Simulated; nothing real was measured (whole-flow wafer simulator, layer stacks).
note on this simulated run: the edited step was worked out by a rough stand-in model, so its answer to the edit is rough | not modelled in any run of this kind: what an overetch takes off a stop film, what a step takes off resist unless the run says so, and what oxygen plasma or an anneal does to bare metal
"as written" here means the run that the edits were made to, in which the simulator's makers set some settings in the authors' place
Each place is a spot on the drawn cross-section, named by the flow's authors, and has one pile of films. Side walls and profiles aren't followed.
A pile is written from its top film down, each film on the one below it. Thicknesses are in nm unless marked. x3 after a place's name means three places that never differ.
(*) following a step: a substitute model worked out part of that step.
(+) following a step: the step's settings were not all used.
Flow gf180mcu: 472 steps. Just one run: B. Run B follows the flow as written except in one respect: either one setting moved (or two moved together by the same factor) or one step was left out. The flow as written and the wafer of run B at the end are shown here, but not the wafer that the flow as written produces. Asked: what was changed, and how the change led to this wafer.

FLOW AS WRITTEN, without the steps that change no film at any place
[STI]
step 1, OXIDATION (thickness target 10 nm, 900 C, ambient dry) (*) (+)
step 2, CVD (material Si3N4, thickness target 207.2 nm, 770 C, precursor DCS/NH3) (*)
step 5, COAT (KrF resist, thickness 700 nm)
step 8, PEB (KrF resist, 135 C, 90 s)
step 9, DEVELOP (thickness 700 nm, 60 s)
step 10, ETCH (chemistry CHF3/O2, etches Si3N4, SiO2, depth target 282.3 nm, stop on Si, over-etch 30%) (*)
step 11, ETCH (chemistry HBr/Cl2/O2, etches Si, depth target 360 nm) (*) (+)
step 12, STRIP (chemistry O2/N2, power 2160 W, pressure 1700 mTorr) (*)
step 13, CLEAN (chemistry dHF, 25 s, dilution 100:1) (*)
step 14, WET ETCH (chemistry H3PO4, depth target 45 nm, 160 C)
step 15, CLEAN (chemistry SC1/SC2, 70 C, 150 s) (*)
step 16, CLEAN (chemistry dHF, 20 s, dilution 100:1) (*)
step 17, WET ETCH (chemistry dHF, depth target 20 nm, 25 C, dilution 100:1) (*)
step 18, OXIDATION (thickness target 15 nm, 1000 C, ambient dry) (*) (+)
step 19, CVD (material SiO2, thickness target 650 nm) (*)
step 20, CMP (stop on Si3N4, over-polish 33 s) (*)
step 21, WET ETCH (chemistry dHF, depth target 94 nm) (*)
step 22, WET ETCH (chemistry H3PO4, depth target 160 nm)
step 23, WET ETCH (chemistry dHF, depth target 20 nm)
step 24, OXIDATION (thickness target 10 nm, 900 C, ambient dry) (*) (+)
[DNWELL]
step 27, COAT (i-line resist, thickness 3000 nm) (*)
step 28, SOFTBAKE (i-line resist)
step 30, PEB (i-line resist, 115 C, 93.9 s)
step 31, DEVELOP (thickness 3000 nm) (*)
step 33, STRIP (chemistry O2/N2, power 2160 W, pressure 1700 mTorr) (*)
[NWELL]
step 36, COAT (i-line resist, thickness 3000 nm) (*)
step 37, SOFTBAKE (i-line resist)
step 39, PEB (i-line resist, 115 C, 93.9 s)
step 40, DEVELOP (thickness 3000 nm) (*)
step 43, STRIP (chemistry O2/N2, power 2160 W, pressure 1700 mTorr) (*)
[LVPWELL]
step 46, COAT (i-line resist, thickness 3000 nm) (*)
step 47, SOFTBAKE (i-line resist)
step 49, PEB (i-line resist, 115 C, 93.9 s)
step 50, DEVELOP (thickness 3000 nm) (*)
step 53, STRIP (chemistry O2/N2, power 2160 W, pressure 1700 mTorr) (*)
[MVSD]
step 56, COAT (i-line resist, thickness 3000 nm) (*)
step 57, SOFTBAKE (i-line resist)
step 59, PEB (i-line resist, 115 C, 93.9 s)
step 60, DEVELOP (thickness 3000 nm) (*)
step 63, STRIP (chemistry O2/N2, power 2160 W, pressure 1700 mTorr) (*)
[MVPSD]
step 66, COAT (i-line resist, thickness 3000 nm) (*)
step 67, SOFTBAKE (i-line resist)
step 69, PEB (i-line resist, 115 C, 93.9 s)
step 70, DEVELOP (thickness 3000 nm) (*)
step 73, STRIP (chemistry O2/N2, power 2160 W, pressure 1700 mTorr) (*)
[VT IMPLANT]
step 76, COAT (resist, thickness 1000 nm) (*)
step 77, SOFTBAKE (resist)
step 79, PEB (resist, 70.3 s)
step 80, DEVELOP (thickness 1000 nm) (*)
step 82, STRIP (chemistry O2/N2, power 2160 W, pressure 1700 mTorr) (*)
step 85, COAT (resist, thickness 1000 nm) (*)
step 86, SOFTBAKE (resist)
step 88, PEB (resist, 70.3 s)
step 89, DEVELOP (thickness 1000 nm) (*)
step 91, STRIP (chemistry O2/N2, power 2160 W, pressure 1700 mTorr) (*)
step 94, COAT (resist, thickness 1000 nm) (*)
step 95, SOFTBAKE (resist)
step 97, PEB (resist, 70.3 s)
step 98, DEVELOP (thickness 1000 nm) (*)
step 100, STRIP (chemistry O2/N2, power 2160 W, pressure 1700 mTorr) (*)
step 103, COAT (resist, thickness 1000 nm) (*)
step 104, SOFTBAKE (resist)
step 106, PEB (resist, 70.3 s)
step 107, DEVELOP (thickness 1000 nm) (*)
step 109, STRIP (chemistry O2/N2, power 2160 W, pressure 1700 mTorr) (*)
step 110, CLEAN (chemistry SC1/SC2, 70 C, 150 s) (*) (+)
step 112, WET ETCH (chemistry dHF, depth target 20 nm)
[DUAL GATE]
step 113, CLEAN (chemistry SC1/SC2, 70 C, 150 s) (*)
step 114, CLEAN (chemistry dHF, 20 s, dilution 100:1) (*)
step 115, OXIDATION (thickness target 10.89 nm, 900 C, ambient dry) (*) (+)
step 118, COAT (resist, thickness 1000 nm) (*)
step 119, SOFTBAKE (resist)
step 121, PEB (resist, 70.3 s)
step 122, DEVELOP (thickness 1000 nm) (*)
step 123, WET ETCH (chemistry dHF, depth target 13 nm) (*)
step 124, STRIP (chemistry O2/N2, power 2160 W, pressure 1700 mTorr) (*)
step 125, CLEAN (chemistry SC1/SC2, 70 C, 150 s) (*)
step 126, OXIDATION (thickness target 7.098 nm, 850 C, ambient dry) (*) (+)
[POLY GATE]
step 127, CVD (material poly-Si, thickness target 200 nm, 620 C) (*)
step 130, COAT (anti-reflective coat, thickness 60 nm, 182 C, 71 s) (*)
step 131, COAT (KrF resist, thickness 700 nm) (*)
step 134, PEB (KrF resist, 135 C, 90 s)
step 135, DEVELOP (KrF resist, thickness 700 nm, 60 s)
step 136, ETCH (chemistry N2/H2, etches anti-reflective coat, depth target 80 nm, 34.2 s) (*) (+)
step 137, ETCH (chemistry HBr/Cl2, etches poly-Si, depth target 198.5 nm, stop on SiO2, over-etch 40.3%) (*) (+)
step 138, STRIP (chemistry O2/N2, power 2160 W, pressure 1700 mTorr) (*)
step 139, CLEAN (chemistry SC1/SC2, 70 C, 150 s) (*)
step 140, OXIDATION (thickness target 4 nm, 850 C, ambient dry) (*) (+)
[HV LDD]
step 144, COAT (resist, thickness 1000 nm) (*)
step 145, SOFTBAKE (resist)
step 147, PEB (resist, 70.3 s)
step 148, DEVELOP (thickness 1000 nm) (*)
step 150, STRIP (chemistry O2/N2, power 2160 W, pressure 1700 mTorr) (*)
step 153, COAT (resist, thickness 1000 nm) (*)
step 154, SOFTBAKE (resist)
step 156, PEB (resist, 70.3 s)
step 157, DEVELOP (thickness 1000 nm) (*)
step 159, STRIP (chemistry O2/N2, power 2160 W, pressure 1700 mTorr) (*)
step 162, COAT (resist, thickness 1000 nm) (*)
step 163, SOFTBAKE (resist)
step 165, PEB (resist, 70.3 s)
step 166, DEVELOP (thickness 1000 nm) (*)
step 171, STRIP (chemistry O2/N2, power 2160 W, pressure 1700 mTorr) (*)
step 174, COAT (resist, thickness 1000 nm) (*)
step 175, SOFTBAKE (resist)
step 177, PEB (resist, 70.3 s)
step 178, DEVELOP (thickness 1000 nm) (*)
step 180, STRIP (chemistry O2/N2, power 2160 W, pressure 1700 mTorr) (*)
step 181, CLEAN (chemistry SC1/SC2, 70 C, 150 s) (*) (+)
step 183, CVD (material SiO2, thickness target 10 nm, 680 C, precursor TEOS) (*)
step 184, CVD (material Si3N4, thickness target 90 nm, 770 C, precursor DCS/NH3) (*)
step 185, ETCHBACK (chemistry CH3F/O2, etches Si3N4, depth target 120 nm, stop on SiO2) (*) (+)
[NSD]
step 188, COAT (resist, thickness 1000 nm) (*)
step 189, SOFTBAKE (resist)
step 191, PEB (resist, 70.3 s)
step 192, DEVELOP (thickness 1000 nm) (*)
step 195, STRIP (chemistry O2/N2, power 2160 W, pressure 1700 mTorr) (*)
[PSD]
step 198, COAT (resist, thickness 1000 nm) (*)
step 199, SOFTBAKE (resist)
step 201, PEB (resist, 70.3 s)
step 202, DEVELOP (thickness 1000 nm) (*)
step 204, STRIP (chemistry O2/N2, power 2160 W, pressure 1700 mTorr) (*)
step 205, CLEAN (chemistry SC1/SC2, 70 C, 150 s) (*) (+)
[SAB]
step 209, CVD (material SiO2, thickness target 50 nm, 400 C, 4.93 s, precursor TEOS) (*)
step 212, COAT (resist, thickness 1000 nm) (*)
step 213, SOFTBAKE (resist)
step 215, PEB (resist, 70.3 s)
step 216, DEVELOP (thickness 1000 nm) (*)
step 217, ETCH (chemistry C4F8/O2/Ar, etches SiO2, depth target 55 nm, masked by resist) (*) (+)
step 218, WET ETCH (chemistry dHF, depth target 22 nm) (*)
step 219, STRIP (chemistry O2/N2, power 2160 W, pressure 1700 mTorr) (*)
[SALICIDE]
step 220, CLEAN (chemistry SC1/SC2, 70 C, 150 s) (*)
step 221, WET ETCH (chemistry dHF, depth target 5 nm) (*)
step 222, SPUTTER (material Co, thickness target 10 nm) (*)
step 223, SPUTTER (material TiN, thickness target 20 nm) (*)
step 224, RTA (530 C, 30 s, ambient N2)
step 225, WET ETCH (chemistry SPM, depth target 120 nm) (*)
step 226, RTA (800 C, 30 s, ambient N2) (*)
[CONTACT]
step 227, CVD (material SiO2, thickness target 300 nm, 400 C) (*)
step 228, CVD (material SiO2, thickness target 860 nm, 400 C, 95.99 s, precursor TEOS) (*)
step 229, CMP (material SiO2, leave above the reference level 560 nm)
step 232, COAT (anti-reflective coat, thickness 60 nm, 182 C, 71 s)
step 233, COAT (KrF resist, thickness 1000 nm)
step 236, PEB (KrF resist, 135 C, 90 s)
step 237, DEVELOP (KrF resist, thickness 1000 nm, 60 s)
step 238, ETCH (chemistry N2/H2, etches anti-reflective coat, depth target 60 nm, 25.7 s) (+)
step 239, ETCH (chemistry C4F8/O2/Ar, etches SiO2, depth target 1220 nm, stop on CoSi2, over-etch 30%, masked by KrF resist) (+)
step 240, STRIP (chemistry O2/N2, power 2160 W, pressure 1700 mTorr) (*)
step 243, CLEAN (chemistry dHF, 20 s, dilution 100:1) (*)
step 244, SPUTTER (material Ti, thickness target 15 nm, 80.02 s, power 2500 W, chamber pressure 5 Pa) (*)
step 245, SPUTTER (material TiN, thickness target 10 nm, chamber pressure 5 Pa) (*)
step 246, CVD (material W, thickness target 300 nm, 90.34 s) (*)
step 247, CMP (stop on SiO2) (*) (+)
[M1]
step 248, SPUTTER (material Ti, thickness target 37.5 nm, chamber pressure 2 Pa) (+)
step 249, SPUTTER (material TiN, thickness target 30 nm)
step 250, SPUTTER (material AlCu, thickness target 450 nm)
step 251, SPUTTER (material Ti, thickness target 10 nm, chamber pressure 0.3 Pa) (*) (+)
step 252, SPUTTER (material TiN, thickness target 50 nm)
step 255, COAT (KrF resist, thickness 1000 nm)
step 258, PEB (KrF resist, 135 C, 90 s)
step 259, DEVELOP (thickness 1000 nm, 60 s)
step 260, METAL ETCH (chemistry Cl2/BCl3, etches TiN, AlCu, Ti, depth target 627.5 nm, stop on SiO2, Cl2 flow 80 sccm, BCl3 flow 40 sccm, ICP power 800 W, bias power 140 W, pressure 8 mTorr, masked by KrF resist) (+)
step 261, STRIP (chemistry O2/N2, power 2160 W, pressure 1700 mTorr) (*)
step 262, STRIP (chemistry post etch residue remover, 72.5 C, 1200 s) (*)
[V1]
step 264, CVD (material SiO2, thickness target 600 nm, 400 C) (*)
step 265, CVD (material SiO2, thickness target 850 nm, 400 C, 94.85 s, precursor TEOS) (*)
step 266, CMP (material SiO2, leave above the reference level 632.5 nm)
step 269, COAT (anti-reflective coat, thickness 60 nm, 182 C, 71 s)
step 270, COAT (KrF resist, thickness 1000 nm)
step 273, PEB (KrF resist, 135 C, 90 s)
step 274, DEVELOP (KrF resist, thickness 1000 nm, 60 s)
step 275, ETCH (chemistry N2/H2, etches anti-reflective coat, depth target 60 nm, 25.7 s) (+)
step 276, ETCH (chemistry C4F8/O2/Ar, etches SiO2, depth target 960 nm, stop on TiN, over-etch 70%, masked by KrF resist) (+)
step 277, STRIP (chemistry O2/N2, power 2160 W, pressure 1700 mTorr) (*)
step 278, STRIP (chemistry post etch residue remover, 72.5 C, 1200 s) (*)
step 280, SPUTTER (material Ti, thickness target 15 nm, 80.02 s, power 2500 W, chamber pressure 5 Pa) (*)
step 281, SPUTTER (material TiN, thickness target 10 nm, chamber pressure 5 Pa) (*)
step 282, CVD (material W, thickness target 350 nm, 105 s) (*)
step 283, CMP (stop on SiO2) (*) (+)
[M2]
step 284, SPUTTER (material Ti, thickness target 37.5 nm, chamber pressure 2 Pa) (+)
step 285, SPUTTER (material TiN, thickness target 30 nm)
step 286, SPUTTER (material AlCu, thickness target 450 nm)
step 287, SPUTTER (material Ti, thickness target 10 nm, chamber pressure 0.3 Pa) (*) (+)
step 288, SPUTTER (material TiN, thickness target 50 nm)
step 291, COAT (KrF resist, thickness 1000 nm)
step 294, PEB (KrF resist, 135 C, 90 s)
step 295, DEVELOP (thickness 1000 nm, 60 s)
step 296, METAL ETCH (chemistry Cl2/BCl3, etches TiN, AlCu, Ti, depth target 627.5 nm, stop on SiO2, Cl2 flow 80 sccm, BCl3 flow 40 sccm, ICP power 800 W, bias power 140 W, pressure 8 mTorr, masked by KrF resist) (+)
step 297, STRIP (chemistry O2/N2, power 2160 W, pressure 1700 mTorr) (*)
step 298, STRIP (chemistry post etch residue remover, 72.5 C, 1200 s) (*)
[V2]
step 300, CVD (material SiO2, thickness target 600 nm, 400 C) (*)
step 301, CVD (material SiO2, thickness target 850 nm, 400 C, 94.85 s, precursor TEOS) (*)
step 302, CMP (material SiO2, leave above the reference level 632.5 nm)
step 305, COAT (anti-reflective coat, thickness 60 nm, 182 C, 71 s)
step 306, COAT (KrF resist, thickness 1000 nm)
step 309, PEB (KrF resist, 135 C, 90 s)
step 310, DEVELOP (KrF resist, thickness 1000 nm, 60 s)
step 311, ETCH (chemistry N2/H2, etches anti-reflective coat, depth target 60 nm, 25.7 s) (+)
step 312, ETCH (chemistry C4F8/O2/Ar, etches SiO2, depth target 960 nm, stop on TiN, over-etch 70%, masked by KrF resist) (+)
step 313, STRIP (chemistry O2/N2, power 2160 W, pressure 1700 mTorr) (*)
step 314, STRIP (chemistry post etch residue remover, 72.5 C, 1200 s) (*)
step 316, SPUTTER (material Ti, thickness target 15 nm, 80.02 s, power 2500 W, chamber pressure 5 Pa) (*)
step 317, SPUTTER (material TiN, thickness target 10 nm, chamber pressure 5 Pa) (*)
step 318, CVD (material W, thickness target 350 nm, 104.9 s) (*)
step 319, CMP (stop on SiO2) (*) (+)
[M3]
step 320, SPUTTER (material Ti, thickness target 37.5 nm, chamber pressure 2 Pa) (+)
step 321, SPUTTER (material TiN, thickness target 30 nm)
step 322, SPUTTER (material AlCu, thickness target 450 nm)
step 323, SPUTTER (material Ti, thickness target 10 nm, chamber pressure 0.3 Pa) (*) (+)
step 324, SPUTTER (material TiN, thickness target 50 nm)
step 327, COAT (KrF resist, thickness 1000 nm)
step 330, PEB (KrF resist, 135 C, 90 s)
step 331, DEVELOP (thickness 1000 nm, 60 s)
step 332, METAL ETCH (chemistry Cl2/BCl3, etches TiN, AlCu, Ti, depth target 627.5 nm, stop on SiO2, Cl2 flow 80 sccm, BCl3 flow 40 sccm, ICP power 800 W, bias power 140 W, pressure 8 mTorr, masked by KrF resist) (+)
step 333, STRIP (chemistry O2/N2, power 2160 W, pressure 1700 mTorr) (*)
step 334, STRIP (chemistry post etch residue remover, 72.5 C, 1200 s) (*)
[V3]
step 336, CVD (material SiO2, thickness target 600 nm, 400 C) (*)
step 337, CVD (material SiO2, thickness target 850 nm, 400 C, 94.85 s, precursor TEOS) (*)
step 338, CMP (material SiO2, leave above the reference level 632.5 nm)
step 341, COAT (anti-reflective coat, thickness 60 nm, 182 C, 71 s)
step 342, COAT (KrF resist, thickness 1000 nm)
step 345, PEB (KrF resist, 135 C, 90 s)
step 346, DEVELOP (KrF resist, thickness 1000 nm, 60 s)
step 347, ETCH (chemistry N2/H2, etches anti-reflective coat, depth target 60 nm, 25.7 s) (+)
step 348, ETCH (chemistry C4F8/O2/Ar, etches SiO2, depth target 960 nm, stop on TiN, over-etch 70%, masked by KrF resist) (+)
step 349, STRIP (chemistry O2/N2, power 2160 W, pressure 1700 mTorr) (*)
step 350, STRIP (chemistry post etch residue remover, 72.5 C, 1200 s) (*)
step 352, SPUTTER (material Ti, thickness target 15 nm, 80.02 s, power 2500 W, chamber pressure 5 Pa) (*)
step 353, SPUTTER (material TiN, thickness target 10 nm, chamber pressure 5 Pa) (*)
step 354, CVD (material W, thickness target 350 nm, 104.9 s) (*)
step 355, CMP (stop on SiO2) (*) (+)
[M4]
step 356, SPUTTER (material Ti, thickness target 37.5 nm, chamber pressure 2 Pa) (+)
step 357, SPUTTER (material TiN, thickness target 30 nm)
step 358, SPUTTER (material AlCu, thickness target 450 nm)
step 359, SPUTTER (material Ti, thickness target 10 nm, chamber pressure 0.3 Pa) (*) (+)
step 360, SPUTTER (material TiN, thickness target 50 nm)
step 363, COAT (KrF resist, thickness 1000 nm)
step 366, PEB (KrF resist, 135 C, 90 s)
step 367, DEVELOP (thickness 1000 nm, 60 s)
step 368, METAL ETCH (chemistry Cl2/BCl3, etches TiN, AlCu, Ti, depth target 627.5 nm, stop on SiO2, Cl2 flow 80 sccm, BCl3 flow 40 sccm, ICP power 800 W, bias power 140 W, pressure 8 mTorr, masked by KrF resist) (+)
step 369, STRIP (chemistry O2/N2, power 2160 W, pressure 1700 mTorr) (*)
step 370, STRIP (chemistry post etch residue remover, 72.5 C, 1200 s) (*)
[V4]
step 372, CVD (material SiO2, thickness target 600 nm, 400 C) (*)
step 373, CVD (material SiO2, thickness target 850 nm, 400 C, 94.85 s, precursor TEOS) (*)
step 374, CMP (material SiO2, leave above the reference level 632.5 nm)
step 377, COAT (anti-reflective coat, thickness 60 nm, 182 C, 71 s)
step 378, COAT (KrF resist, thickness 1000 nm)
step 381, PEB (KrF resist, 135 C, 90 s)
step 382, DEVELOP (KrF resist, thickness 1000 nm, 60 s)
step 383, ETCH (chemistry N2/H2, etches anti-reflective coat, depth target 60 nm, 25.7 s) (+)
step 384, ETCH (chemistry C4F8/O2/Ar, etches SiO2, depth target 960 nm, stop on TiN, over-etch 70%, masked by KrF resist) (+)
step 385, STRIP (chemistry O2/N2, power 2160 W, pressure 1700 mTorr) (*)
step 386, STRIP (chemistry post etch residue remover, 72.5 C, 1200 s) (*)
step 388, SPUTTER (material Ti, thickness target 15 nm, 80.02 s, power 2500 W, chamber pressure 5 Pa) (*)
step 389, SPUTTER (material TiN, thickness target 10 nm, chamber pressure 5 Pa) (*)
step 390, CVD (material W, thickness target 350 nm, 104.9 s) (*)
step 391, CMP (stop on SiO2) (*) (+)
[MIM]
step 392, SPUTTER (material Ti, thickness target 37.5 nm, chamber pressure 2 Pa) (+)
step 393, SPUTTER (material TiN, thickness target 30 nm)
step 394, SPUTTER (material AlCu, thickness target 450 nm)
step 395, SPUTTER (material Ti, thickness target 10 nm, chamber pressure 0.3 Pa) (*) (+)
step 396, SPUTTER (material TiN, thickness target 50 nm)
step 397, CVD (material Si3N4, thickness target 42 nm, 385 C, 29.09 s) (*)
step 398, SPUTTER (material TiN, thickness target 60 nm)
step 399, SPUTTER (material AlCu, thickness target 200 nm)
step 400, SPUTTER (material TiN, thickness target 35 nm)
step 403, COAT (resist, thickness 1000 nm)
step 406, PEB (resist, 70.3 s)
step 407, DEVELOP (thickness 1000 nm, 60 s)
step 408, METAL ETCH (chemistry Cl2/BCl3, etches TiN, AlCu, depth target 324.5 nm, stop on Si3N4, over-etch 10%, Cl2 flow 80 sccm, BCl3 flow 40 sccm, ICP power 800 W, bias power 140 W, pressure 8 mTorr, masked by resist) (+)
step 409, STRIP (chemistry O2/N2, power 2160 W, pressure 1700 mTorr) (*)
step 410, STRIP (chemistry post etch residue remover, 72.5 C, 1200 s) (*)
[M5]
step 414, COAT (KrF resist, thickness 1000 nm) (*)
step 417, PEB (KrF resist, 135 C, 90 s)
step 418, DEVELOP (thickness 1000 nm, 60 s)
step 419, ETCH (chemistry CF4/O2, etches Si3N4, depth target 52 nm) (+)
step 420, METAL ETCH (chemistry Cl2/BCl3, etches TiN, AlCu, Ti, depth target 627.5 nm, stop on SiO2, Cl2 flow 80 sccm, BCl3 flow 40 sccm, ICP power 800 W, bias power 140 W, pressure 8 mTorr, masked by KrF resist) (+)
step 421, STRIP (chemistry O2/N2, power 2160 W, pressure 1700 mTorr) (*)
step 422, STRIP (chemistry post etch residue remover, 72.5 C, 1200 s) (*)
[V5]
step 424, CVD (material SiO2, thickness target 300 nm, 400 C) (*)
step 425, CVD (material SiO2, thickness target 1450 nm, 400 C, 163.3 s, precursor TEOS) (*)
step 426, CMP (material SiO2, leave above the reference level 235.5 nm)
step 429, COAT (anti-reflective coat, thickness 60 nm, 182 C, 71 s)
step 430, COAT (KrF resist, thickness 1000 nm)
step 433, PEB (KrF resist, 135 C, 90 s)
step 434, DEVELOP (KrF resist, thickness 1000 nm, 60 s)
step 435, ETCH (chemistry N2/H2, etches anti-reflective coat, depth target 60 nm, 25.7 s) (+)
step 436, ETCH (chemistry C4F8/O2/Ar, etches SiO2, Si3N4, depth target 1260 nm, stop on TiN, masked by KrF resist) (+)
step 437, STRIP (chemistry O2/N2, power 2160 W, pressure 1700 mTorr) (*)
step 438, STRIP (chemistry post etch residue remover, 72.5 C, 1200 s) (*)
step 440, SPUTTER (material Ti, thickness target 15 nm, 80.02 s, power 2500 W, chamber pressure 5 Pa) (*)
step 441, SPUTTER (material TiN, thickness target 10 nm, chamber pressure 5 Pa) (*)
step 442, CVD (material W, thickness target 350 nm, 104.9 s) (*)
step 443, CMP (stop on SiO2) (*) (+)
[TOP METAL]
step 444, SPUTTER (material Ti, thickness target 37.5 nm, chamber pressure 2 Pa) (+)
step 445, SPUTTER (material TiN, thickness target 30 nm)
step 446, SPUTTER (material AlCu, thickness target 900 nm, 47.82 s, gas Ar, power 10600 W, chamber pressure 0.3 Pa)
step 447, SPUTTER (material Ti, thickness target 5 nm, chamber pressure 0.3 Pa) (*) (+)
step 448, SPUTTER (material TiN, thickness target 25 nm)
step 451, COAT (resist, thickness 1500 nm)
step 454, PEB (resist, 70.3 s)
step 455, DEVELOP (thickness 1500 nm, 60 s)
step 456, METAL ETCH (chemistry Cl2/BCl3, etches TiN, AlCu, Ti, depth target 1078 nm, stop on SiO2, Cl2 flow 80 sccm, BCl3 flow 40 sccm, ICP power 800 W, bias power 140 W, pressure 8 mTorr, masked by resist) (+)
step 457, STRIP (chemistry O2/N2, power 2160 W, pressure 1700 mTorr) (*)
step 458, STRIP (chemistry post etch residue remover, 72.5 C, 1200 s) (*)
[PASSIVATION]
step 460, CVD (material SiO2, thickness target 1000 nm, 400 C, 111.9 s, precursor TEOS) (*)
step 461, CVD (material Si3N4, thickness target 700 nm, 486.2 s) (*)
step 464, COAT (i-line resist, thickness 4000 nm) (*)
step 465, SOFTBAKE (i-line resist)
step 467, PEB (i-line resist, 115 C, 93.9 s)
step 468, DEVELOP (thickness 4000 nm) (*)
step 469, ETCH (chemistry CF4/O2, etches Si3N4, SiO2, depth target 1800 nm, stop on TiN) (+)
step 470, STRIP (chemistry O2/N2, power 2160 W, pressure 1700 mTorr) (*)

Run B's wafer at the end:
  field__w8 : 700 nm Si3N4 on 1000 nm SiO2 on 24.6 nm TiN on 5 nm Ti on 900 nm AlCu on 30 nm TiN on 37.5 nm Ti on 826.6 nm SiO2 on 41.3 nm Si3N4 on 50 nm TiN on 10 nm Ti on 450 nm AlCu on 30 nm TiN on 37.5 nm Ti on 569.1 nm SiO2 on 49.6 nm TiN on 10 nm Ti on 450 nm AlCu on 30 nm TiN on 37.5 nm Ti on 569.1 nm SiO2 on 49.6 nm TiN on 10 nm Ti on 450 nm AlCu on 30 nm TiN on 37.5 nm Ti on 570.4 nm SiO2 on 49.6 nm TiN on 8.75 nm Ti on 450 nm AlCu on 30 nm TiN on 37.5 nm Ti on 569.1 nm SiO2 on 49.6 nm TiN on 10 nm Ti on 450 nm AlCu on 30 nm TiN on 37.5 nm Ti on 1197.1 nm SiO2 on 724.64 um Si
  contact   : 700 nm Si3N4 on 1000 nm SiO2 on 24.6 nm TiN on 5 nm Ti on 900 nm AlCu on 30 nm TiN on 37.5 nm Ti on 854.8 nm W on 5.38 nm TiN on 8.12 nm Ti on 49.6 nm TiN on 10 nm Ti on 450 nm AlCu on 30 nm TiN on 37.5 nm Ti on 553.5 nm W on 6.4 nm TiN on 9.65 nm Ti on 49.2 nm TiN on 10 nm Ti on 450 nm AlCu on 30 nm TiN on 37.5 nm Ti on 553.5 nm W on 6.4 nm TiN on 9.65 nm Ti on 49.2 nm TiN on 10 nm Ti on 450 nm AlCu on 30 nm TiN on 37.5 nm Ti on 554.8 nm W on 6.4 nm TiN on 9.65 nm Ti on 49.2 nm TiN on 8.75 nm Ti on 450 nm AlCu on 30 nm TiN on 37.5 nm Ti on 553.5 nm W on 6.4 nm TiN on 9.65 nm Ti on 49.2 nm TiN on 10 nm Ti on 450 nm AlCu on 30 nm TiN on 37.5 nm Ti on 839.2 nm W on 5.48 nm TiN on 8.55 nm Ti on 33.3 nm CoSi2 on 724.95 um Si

The reason: step 287, SPUTTER: thickness target 8.75 nm was run, while the flow as written has thickness target 10 nm.
The wafer lets one read it off: field__w8 has Ti 8.75, and step 287 as written asks for 10 nm.

How this came from the change, step by step:
  step 287, SPUTTER (material Ti, thickness target 10 nm, chamber pressure 0.3 Pa) (*) (+)
      field, field__w1, field__w2 and 108 more: +8.75 Ti (new film) (it would be, as written: +10 Ti (new film))
  step 296, METAL ETCH (chemistry Cl2/BCl3, etches TiN, AlCu, Ti, depth target 627.5 nm, stop on SiO2, Cl2 flow 80 sccm, BCl3 flow 40 sccm, ICP power 800 W, bias power 140 W, pressure 8 mTorr, masked by KrF resist) (+)
      field, field__w1, field__w2 and 103 more: -50 TiN (all of it), -8.75 Ti (all of it), -450 AlCu (all of it), -30 TiN (all of it), -37.5 Ti (all of it) (it would be, as written: -50 TiN (all of it), -10 Ti (all of it), -450 AlCu (all of it), -30 TiN (all of it), -37.5 Ti (all of it))
